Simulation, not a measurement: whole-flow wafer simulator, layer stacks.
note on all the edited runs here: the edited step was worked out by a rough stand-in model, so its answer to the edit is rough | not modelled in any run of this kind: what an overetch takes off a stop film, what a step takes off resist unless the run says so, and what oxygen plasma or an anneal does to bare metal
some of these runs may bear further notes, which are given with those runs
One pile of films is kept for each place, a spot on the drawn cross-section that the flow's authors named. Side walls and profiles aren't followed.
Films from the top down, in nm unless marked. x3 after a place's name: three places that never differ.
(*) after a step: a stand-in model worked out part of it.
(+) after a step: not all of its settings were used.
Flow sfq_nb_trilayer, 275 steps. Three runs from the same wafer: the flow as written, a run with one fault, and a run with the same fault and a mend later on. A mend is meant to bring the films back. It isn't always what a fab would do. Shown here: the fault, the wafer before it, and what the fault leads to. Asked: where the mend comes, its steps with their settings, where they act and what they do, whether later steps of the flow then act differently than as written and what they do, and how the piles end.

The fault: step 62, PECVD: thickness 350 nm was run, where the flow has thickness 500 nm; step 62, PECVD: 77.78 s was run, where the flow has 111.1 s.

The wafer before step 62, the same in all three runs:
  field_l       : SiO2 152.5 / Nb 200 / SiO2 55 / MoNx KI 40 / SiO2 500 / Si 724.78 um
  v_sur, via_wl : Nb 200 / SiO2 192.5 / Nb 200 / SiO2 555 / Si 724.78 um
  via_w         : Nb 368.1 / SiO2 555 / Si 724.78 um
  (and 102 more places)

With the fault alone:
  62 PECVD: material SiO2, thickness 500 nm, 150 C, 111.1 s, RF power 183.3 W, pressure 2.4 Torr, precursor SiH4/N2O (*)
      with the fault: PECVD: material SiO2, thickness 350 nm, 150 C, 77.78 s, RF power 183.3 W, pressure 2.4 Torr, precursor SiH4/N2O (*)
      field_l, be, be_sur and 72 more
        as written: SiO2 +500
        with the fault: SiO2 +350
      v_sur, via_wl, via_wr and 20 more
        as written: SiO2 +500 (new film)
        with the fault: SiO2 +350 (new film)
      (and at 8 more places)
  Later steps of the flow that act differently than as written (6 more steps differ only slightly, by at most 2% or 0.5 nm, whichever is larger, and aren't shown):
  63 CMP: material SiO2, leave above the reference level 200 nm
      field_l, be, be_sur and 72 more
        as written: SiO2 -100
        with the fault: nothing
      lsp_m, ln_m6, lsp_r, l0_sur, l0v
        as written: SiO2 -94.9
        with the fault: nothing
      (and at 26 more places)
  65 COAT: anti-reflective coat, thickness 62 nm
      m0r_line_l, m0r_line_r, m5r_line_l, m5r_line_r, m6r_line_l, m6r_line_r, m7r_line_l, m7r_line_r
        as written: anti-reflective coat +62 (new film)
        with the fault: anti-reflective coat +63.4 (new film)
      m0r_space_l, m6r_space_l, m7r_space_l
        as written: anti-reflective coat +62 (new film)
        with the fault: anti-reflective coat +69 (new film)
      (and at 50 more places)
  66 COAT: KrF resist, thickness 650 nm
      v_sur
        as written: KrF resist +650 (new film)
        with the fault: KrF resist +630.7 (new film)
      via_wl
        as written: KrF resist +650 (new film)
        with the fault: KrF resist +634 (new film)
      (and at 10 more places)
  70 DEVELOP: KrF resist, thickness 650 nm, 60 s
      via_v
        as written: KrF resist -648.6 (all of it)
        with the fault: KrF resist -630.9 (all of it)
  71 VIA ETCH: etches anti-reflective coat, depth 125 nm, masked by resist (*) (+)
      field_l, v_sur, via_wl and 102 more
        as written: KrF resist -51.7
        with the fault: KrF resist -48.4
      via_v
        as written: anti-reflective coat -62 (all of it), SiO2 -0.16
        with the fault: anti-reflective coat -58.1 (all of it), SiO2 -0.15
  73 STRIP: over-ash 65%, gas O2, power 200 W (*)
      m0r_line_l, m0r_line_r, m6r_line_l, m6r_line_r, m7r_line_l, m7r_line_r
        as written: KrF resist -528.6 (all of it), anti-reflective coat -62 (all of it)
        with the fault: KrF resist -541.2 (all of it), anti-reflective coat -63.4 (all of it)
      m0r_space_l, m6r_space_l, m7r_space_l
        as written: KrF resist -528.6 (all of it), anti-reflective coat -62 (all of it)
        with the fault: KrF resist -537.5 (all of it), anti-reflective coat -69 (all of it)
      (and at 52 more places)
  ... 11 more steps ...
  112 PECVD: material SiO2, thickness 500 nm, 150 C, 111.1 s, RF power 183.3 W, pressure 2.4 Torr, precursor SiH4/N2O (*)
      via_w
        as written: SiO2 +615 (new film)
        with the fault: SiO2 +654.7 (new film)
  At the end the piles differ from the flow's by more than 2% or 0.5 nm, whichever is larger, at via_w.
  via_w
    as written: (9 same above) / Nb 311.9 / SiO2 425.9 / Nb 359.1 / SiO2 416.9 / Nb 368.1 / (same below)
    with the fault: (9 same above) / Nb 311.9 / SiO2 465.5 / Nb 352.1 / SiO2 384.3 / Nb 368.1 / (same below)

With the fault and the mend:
  The mend comes after step 62.
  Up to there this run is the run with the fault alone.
  62a PECVD: material SiO2, thickness 150 nm, 150 C, 33.33 s, RF power 183.3 W, pressure 2.4 Torr, precursor SiH4/N2O (the flow's step 62 once more, with other settings)
      field_l, v_sur, via_wl and 102 more
        SiO2 +150
      via_w
        SiO2 +142
  Later steps of the flow that act differently than as written:
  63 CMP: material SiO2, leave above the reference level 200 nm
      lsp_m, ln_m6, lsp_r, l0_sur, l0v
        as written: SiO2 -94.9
        with the mend: SiO2 -100
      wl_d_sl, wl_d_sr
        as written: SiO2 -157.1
        with the mend: SiO2 -100
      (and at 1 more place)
  At the end the piles are the same as the flow's at every place that both follow.
